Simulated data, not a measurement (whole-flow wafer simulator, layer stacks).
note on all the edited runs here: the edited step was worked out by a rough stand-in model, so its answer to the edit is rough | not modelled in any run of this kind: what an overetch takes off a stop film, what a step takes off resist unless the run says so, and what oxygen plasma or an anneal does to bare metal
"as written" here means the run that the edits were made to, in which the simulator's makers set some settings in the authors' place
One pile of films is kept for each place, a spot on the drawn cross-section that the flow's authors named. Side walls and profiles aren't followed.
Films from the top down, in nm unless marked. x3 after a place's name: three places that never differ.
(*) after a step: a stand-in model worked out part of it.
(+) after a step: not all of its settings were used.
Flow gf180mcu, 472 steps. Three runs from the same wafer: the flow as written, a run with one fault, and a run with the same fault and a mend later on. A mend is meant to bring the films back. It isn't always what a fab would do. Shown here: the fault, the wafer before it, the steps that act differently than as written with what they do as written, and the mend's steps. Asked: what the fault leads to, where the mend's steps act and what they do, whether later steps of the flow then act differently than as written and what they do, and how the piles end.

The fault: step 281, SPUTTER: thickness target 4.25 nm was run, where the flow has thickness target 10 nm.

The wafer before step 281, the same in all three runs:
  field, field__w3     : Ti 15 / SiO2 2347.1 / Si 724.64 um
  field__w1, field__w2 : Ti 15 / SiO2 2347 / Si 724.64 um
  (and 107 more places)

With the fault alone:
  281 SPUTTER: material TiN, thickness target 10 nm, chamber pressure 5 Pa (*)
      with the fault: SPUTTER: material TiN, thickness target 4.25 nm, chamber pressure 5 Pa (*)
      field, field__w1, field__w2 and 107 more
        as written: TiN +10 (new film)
        with the fault: TiN +4.25 (new film)
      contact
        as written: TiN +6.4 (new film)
        with the fault: TiN +2.73 (new film)
  Later steps of the flow that act differently than as written (1 more step differs only slightly, by at most 2% or 0.5 nm, whichever is larger, and isn't shown):
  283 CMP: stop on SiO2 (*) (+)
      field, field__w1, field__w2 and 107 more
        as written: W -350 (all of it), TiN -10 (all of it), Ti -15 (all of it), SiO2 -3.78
        with the fault: W -350 (all of it), TiN -4.25 (all of it), Ti -15 (all of it), SiO2 -3.73
  At the end the piles differ from the flow's by more than 2% or 0.5 nm, whichever is larger, at contact.
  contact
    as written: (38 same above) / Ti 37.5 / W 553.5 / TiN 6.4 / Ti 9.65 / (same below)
    with the fault: (38 same above) / Ti 37.5 / W 557.2 / TiN 2.73 / Ti 9.65 / (same below)

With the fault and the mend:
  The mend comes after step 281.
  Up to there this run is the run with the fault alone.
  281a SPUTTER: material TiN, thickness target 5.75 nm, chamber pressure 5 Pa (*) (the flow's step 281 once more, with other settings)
      field, field__w1, field__w2 and 107 more
        TiN +5.75
      contact
        TiN +3.68
  No later step of the flow acts differently than as written at any place that is followed.
  At the end the piles are the same as the flow's at every place that both follow.
